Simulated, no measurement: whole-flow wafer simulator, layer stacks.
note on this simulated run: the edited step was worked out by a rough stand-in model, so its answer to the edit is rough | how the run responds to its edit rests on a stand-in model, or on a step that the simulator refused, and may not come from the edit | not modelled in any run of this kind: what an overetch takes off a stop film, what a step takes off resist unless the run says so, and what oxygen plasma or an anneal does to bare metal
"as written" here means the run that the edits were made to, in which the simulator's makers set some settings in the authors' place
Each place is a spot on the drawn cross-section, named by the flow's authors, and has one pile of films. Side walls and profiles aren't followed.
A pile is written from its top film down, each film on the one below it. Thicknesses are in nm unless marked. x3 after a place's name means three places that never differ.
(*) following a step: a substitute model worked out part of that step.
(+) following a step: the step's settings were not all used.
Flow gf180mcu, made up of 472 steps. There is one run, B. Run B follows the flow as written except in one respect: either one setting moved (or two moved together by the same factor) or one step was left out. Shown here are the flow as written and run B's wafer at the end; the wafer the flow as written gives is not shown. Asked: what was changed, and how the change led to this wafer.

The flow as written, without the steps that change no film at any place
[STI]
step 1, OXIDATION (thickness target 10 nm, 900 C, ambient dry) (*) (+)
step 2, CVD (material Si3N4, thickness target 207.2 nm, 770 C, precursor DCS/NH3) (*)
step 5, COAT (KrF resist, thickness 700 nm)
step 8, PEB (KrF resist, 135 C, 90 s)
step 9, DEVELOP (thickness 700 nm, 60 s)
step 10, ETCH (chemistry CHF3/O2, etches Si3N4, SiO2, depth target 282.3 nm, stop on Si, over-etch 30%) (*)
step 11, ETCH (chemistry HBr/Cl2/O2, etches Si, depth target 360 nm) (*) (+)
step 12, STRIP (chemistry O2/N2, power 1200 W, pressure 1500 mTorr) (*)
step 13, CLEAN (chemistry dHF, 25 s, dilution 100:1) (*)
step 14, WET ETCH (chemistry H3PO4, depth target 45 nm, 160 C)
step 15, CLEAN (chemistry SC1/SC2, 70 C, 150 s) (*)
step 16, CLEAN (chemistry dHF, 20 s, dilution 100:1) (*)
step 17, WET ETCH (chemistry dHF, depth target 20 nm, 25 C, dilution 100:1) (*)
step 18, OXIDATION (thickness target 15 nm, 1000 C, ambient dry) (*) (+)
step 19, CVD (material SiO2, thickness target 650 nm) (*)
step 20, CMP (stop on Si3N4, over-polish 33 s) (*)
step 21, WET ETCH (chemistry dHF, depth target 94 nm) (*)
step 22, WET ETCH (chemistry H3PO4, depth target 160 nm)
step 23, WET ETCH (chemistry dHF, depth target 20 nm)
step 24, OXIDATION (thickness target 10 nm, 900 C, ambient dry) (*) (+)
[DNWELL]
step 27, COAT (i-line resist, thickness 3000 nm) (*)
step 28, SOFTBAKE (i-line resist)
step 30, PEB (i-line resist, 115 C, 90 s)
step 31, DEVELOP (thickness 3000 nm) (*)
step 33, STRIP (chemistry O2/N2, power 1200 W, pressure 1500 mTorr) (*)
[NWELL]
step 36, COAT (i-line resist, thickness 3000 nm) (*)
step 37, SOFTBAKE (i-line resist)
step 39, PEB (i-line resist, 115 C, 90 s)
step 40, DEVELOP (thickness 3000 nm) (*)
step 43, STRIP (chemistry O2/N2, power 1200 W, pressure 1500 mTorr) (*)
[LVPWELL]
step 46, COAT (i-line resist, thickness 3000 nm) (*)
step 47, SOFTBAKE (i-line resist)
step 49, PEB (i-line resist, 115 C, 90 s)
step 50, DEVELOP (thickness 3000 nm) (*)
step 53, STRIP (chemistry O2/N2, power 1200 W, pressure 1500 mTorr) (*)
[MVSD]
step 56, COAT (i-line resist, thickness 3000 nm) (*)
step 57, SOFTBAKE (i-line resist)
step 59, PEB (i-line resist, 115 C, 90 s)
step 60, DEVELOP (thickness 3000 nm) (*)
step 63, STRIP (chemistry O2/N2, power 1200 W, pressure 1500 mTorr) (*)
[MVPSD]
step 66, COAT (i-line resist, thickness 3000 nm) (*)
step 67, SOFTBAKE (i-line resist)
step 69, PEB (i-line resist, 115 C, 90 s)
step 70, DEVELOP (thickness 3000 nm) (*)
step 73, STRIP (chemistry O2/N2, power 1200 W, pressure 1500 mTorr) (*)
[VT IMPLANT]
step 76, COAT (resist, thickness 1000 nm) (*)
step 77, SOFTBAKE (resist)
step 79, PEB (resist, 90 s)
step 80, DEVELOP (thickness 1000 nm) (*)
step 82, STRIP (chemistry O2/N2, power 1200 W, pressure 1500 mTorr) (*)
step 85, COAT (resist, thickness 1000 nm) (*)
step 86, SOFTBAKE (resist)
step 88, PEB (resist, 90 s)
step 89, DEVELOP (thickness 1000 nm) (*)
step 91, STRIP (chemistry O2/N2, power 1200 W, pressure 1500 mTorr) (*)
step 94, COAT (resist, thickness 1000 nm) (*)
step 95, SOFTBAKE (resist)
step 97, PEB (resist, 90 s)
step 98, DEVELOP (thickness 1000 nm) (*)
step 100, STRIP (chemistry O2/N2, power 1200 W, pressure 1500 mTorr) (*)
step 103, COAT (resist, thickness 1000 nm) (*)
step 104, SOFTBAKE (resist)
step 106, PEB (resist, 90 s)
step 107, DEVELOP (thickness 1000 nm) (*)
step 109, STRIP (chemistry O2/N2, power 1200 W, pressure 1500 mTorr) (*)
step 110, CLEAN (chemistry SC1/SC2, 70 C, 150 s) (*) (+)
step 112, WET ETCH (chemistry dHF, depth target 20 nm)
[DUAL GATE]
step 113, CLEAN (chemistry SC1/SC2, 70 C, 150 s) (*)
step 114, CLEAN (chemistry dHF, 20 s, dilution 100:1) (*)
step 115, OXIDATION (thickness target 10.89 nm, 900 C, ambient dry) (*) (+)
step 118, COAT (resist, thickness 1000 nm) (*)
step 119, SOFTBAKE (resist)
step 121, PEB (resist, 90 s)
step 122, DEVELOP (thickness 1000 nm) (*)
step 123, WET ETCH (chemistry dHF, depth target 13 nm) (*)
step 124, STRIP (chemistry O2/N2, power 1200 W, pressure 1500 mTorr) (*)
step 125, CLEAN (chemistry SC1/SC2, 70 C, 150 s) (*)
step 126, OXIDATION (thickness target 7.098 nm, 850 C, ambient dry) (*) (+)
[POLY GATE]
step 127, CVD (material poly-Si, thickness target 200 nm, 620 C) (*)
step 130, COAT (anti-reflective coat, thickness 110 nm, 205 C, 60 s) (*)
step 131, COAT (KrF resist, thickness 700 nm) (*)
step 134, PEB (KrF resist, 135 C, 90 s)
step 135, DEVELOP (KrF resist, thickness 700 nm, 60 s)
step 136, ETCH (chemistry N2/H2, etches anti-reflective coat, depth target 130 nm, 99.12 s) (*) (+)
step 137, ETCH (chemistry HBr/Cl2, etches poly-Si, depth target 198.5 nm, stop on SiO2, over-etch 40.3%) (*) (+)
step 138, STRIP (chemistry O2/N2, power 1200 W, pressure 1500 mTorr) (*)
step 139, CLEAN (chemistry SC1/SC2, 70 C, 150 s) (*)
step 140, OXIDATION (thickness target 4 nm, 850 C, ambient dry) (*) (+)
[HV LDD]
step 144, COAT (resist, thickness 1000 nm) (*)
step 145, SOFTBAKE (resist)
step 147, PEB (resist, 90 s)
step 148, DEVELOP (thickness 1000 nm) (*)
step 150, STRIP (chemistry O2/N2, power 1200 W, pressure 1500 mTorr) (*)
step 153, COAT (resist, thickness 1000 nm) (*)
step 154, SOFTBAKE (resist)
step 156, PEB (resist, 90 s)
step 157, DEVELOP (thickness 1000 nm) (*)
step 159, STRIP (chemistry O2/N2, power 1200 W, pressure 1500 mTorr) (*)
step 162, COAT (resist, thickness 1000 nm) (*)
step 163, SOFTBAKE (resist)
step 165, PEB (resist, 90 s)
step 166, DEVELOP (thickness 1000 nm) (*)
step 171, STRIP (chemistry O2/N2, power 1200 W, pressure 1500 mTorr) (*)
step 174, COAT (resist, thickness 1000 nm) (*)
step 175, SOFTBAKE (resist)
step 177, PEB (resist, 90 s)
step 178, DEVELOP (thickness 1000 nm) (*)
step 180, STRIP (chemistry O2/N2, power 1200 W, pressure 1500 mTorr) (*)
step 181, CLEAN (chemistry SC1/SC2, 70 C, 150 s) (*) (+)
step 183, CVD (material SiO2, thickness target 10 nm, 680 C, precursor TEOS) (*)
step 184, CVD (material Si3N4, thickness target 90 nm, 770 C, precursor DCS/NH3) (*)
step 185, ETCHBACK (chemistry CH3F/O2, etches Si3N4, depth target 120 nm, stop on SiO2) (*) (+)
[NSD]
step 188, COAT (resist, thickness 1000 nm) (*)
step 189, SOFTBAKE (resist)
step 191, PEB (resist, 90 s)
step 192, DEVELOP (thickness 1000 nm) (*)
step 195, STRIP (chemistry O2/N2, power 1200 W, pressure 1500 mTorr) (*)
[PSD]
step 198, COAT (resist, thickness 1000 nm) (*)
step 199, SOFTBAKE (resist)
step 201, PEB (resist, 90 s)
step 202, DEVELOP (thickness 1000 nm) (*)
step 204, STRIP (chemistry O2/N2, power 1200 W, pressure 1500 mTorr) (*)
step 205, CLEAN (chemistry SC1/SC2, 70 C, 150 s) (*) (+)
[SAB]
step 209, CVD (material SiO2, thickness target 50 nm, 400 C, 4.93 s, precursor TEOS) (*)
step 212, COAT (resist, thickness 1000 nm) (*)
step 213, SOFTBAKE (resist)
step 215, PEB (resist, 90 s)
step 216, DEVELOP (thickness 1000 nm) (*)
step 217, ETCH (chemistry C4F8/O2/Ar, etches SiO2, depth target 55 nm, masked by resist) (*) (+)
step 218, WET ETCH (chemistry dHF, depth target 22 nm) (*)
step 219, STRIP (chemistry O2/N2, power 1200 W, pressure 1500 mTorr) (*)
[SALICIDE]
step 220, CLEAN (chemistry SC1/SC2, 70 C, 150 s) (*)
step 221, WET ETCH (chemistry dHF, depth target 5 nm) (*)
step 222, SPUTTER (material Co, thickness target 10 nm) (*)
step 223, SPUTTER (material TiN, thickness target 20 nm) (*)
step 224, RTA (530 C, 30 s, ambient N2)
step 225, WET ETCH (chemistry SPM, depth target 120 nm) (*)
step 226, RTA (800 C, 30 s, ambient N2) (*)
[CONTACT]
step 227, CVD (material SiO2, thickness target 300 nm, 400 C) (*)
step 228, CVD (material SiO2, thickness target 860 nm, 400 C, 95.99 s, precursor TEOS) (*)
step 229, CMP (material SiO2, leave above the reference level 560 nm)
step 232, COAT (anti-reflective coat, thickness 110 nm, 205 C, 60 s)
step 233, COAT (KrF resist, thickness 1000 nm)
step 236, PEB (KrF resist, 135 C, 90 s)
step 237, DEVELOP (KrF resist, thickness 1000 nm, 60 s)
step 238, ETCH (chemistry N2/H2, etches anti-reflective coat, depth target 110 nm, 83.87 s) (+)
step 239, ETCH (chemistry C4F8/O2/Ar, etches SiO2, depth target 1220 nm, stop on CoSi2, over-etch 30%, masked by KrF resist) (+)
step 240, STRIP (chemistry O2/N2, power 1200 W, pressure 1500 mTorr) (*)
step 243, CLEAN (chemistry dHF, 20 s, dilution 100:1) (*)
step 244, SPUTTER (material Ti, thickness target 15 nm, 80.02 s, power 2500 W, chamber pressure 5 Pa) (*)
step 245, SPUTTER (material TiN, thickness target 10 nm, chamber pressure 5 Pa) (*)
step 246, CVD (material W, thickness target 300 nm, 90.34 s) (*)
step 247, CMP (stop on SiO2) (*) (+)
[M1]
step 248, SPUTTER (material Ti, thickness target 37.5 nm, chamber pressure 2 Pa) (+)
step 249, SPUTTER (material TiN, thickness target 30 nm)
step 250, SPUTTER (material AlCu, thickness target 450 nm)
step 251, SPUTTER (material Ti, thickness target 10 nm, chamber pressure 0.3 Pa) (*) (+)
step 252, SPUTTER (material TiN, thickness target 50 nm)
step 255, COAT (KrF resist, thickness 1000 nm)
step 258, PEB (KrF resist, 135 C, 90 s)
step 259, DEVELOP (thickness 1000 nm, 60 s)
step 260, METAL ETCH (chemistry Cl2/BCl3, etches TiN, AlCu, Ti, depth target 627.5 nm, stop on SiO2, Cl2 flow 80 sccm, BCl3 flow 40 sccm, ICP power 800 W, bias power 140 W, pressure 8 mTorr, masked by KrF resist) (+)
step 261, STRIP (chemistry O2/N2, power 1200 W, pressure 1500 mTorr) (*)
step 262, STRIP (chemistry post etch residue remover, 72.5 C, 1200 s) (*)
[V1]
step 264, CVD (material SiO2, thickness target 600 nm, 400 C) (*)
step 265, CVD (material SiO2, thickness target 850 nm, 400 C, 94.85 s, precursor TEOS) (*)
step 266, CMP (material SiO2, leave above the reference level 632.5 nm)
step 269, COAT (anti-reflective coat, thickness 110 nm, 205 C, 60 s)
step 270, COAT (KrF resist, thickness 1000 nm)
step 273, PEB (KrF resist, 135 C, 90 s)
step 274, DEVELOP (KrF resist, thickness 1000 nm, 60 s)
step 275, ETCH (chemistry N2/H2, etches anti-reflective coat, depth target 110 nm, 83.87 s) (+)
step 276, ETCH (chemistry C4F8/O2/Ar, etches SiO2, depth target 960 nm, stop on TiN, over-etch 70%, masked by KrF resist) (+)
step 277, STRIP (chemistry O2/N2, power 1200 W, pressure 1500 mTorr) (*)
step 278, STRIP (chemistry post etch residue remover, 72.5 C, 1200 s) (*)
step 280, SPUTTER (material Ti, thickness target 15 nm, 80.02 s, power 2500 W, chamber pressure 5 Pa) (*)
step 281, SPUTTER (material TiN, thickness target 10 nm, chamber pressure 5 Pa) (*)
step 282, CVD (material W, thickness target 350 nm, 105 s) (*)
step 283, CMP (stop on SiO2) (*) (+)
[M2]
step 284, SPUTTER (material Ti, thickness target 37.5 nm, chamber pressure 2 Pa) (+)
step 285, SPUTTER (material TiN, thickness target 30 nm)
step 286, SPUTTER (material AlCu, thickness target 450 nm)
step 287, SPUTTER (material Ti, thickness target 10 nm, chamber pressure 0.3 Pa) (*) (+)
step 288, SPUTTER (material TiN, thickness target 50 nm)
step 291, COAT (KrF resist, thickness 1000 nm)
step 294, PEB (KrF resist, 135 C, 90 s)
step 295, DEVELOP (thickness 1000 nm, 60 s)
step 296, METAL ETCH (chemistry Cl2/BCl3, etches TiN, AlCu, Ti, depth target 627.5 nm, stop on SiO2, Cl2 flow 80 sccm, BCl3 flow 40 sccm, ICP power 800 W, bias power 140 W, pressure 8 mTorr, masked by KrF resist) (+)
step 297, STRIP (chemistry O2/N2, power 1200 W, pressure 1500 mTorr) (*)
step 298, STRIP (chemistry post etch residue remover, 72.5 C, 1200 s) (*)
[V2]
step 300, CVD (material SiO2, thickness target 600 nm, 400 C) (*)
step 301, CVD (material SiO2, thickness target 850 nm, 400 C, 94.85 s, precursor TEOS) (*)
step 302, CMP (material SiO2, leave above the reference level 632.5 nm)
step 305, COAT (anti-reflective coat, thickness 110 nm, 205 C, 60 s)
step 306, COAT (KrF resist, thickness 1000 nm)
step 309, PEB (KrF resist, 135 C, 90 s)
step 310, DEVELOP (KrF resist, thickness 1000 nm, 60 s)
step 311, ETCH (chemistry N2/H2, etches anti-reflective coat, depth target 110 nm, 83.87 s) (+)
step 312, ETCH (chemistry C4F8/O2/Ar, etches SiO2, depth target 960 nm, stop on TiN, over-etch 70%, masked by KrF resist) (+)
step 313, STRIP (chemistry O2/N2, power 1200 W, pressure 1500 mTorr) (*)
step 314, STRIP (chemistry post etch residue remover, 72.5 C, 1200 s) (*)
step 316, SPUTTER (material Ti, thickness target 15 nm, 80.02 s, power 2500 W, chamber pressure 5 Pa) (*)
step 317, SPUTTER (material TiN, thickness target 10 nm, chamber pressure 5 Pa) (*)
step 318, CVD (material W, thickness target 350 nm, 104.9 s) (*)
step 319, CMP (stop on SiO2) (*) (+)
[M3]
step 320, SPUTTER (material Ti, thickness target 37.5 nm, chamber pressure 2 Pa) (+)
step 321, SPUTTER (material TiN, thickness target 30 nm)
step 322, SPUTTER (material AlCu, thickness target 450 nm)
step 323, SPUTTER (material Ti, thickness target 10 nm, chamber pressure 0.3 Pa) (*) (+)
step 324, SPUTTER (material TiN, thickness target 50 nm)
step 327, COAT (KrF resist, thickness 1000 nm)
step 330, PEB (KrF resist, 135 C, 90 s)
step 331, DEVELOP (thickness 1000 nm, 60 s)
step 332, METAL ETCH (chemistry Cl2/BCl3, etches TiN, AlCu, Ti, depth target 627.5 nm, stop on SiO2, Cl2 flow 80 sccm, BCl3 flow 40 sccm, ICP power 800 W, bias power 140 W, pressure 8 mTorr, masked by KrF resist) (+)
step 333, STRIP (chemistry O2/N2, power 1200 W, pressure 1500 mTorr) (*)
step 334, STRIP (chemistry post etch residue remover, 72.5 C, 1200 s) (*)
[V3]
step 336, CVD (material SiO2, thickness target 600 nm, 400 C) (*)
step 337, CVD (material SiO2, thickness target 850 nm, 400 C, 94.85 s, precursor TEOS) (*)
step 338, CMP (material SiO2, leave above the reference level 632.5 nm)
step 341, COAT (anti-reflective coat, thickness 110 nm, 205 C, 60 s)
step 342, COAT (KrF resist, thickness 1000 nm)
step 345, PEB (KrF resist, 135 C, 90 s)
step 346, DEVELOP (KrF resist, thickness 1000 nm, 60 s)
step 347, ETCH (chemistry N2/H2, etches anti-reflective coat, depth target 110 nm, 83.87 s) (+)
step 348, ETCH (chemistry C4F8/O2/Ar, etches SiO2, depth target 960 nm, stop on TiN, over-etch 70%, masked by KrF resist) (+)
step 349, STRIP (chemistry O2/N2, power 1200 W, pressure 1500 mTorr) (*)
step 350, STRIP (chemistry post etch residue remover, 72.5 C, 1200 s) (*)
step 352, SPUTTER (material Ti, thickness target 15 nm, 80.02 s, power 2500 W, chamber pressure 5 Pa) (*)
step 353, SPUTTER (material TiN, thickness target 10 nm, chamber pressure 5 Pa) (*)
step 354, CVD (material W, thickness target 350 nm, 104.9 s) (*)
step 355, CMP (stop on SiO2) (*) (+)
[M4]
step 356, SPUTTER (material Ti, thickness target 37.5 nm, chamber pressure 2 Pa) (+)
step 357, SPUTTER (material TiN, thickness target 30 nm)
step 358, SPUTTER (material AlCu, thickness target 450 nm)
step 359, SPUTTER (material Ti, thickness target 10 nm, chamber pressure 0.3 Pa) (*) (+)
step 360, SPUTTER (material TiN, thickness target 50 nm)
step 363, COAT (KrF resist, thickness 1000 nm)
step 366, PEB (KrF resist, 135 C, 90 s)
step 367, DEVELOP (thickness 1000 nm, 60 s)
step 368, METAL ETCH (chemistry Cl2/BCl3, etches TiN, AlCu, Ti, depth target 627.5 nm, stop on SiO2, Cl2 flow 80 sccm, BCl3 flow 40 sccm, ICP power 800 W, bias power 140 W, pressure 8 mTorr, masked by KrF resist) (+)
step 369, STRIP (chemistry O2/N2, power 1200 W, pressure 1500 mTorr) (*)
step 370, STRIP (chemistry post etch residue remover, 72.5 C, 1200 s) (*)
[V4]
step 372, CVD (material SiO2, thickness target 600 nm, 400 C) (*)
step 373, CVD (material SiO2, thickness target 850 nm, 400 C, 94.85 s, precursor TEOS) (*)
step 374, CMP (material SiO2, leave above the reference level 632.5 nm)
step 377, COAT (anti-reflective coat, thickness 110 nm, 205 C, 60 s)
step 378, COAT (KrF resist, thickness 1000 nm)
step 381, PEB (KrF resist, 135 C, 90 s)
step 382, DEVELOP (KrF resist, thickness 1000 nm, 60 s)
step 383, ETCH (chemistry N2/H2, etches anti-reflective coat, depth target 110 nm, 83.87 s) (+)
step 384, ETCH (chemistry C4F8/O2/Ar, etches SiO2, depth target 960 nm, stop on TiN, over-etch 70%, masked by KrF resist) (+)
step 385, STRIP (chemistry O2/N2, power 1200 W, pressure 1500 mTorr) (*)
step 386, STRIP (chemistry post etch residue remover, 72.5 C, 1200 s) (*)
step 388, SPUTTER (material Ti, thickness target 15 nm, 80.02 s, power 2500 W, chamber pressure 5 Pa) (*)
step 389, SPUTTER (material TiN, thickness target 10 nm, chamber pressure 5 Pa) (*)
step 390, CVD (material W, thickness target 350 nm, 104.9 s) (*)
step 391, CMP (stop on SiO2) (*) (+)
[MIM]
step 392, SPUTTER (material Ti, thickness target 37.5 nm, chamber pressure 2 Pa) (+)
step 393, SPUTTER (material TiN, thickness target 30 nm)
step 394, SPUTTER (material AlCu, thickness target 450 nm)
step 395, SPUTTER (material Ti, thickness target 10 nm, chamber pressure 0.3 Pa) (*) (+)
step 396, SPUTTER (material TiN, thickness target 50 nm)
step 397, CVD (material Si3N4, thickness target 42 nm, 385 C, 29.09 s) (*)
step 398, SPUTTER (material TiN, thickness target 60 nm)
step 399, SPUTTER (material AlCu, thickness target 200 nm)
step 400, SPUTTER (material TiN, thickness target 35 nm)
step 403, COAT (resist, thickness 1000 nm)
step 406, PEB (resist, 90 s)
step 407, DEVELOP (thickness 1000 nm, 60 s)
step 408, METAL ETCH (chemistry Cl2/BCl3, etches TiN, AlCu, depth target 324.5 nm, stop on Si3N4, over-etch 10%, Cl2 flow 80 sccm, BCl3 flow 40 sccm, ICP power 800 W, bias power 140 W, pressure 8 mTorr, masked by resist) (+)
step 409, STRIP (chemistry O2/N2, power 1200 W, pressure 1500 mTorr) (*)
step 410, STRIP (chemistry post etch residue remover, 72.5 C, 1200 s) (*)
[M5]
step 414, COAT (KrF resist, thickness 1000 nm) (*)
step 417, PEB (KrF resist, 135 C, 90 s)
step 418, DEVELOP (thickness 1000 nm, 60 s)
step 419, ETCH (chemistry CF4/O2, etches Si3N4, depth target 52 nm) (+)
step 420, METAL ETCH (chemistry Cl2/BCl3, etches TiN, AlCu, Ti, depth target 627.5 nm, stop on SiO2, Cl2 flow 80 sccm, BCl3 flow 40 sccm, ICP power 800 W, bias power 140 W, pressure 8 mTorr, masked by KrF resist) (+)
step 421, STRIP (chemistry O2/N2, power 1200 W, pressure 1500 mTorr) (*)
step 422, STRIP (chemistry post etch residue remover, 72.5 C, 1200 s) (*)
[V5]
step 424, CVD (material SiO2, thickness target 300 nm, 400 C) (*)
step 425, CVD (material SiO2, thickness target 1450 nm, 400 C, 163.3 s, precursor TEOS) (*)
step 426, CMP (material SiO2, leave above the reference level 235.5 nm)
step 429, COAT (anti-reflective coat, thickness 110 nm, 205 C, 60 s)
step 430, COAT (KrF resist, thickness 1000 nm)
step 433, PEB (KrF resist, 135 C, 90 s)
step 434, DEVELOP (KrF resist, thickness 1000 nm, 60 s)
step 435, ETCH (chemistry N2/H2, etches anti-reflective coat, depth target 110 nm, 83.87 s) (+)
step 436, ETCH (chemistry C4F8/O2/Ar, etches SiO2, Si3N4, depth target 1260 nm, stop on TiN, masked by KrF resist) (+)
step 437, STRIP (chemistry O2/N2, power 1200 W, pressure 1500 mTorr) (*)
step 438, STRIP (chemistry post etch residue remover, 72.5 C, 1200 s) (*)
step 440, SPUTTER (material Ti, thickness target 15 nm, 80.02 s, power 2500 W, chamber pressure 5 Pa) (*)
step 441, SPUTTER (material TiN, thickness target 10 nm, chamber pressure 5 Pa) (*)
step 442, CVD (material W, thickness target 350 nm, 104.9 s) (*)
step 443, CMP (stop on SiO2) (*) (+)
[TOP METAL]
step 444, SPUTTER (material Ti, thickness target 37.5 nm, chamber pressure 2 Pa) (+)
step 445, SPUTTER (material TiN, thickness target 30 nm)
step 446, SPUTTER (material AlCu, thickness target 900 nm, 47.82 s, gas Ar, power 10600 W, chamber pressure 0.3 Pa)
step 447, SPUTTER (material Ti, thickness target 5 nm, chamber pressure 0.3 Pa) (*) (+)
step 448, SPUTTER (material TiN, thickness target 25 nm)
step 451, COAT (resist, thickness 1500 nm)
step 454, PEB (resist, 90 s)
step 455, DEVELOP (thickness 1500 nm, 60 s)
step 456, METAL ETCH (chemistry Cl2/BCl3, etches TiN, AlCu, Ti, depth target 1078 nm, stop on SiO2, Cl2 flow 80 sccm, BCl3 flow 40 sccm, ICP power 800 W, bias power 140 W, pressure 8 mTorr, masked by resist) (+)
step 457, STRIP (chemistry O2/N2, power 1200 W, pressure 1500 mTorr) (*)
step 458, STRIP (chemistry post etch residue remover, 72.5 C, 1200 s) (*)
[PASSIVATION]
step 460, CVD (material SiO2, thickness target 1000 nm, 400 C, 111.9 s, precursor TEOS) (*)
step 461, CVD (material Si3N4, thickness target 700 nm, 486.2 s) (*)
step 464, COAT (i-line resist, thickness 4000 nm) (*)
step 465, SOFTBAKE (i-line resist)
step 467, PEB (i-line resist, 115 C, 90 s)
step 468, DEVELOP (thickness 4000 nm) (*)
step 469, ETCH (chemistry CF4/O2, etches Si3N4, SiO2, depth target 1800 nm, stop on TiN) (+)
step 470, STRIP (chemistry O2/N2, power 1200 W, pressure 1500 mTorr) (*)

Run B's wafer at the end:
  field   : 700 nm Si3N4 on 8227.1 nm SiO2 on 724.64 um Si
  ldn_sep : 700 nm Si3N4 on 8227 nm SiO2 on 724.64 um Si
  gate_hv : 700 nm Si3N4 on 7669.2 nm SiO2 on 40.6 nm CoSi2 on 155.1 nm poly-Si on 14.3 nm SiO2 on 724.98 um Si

What caused this: step 222, SPUTTER: thickness target 11.6 nm was run, while the flow as written has thickness target 10 nm.

The path from the change to this, step by step:
  step 222, SPUTTER (material Co, thickness target 10 nm) (*)
      field, field__w7, field__w8 and 71 more: Co gains 11.6 (new film) (it would be, as written: Co gains 10 (new film))
      field__w6, field_sub, field_sub__w2: Co gains 11.5 (new film) (it would be, as written: Co gains 9.95 (new film))
      (and at 34 other places as well)
  step 223, SPUTTER (material TiN, thickness target 20 nm) (*)
      field__w12: TiN gains 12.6 (new film) (it would be, as written: TiN gains 12 (new film))
  step 224, RTA (530 C, 30 s, ambient N2)
      gate, gate_hv, gate_p and 22 more: under 1 film: CoSi gains 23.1 (new film), Co loses 11.6 (all of it), poly-Si loses 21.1 (it would be, as written: under 1 film: CoSi gains 19.9 (new film), Co loses 10 (all of it), poly-Si loses 18.2)
      active, p_well, sd_n and 11 more: under 1 film: CoSi gains 23.1 (new film), Co loses 11.6 (all of it), Si loses 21 (it would be, as written: under 1 film: CoSi gains 19.9 (new film), Co loses 10 (all of it), Si loses 18.1)
      (and at 10 other places as well)
  step 225, WET ETCH (chemistry SPM, depth target 120 nm) (*)
      field, field__w7, field__w8 and 32 more: TiN loses 20 (all of it), Co loses 11.6 (all of it) (it would be, as written: TiN loses 20 (all of it), Co loses 10 (all of it))
      field__w9, nw_enc_fld_lv__w3: TiN loses 19.1 (all of it), Co loses 11.1 (all of it) (it would be, as written: TiN loses 19.1 (all of it), Co loses 9.6 (all of it))
      (and at 25 other places as well)
  step 226, RTA (800 C, 30 s, ambient N2) (*)
      gate, gate_hv, gate_p and 22 more: CoSi2 gains 40.6 (new film), CoSi loses 23.1 (all of it), poly-Si loses 21.1 (it would be, as written: CoSi2 gains 35 (new film), CoSi loses 19.9 (all of it), poly-Si loses 18.2)
      active, p_well, sd_n and 11 more: CoSi2 gains 40.6 (new film), CoSi loses 23.1 (all of it), Si loses 21 (it would be, as written: CoSi2 gains 35 (new film), CoSi loses 19.9 (all of it), Si loses 18.1)
      (and at 10 other places as well)
